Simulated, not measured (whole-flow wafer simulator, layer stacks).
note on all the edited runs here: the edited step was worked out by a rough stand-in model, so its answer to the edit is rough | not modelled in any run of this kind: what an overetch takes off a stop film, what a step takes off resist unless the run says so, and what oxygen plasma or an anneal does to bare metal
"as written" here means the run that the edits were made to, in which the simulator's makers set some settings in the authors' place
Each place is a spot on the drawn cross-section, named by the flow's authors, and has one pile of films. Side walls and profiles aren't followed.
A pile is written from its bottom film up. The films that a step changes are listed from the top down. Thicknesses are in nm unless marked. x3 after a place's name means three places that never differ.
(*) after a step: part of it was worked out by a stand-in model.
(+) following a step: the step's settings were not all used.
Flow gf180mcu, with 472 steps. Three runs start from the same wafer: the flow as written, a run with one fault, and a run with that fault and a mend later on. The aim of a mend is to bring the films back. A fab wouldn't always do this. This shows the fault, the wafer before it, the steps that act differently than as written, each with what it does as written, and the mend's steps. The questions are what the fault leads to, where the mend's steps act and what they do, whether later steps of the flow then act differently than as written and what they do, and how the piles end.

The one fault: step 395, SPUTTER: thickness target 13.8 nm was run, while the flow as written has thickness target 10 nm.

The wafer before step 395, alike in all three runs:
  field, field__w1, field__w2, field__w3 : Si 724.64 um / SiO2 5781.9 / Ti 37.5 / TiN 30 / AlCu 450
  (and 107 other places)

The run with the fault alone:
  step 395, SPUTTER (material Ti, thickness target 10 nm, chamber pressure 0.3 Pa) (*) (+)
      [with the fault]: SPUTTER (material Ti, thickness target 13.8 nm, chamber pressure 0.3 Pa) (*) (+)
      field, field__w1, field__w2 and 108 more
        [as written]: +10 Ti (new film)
        [with the fault]: +13.8 Ti (new film)
  Later steps of the flow acting differently than as written (not shown: 2 more steps that differ only slightly, by at most 2% or 0.5 nm, whichever is larger):
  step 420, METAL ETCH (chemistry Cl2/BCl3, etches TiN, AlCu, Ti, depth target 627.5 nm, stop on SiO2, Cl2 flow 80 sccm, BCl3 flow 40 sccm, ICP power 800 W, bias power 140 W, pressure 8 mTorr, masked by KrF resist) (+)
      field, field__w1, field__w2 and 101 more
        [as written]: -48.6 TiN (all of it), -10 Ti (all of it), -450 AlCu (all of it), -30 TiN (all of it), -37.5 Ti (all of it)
        [with the fault]: -48.6 TiN (all of it), -13.8 Ti (all of it), -450 AlCu (all of it), -30 TiN (all of it), -37.5 Ti (all of it)
  The piles end different from the flow's at field__w4, field__w8, contact, m1, m1__w1, mim, mim_1p0, m1_nw by more than 2% or 0.5 nm, whichever is larger.
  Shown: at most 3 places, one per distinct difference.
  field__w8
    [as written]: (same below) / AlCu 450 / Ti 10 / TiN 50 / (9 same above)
    [with the fault]: (same below) / AlCu 450 / Ti 13.8 / TiN 50 / (9 same above)
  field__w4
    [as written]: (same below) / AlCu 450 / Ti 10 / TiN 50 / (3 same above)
    [with the fault]: (same below) / AlCu 450 / Ti 13.8 / TiN 50 / (3 same above)
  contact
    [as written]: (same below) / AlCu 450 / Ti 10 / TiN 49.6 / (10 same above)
    [with the fault]: (same below) / AlCu 450 / Ti 13.8 / TiN 49.6 / (10 same above)

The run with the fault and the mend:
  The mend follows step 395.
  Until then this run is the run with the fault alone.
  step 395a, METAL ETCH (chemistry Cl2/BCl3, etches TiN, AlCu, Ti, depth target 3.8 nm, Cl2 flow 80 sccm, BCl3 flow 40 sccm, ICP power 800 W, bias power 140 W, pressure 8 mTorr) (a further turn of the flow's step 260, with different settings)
      field, field__w1, field__w2 and 108 more
        -3.8 Ti
  Later steps of the flow that are run all act as written at every place that is followed.
  At every place that both follow, the piles at the end match the flow's.
